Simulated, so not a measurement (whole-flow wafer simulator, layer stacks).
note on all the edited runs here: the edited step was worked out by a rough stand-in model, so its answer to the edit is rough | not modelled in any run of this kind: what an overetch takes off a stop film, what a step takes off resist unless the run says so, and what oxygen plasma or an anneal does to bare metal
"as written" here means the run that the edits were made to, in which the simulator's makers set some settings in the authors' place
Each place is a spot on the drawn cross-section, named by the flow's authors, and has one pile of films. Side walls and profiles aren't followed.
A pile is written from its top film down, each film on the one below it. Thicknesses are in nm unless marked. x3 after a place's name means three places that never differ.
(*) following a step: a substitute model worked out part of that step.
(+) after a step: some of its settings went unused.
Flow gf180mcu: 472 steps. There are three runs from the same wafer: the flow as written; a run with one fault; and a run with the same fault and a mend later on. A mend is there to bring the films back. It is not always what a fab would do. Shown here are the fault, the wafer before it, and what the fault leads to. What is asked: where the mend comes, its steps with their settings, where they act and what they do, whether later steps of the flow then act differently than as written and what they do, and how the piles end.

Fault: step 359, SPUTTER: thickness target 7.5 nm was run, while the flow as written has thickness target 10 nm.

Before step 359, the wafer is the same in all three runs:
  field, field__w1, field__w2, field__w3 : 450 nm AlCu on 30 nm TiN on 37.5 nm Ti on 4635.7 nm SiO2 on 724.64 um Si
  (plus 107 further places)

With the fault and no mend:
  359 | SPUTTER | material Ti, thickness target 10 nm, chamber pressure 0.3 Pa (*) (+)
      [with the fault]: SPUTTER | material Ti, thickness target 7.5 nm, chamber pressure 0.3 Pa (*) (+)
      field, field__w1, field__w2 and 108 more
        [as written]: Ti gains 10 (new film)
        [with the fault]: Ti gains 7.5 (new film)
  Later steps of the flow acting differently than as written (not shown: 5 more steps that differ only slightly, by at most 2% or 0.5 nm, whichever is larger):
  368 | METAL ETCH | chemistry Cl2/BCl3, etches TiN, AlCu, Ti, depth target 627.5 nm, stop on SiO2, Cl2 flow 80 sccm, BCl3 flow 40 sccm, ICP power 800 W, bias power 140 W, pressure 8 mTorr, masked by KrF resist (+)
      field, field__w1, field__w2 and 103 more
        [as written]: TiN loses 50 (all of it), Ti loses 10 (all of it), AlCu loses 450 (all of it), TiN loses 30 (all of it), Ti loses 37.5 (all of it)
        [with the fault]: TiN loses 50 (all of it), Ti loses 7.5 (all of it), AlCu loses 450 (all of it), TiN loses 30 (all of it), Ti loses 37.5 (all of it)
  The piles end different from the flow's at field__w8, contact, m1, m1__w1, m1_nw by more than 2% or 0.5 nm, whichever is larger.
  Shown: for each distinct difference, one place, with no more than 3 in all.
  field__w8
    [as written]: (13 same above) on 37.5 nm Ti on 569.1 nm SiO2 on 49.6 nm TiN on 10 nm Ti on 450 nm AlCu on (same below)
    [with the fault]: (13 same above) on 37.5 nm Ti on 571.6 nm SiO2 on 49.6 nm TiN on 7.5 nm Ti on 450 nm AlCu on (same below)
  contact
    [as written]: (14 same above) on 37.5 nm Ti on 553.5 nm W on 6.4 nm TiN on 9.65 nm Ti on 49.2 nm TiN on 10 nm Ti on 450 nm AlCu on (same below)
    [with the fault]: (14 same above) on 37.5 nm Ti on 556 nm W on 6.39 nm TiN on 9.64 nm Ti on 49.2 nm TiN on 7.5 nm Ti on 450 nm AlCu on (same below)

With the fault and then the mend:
  After step 359 comes the mend.
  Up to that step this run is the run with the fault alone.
  359a | SPUTTER | material Ti, thickness target 2.5 nm, chamber pressure 0.3 Pa (*) (+) (the flow's step 359, run once more with other settings)
      field, field__w1, field__w2 and 108 more
        Ti gains 2.5
  None of the later steps of the flow acts differently than as written at any place that is followed.
  The piles end the same as the flow's at every place that both follow.
